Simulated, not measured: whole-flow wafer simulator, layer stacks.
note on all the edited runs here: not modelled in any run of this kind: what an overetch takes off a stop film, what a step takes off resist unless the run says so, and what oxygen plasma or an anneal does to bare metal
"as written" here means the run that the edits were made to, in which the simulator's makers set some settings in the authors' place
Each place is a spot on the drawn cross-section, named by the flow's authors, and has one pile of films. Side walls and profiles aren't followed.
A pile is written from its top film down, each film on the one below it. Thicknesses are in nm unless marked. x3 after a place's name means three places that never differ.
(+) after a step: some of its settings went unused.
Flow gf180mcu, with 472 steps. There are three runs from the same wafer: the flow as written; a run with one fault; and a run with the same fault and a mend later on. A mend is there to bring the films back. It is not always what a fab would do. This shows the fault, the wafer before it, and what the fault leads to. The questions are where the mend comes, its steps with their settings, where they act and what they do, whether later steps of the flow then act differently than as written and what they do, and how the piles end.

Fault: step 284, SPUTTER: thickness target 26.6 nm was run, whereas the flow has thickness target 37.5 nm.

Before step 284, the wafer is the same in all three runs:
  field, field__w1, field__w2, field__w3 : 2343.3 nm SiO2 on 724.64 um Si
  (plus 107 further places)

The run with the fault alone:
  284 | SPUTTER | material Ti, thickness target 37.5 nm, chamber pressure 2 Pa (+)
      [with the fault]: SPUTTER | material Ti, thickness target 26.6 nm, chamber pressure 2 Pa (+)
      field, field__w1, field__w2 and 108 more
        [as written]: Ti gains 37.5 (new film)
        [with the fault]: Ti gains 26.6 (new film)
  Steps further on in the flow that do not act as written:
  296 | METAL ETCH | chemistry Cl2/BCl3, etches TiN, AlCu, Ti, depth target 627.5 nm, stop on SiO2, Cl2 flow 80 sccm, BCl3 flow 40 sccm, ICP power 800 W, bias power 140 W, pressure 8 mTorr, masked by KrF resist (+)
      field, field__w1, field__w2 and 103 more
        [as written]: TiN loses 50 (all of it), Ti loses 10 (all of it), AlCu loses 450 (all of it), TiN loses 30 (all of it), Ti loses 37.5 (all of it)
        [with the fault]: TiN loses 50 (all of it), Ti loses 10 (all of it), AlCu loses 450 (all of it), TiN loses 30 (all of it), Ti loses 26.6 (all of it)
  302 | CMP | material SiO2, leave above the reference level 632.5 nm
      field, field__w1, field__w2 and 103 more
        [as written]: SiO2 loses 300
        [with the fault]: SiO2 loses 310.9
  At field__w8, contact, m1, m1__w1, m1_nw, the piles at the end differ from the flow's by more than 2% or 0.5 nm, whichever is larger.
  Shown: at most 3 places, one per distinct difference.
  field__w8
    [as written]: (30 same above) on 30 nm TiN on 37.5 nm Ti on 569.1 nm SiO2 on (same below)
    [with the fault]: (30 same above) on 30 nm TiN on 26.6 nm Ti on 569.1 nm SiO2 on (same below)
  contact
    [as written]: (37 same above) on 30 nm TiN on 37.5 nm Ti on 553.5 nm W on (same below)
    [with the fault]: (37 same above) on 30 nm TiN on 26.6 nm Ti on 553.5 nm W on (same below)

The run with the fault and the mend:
  The mend follows step 284.
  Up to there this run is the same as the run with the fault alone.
  284a | SPUTTER | material Ti, thickness target 10.9 nm, chamber pressure 2 Pa (+) (the flow's step 284, run once more with other settings)
      field, field__w1, field__w2 and 108 more
        Ti gains 10.9
  Later steps of the flow that are run all act as written at every place that is followed.
  The piles end the same as the flow's at every place that both follow.
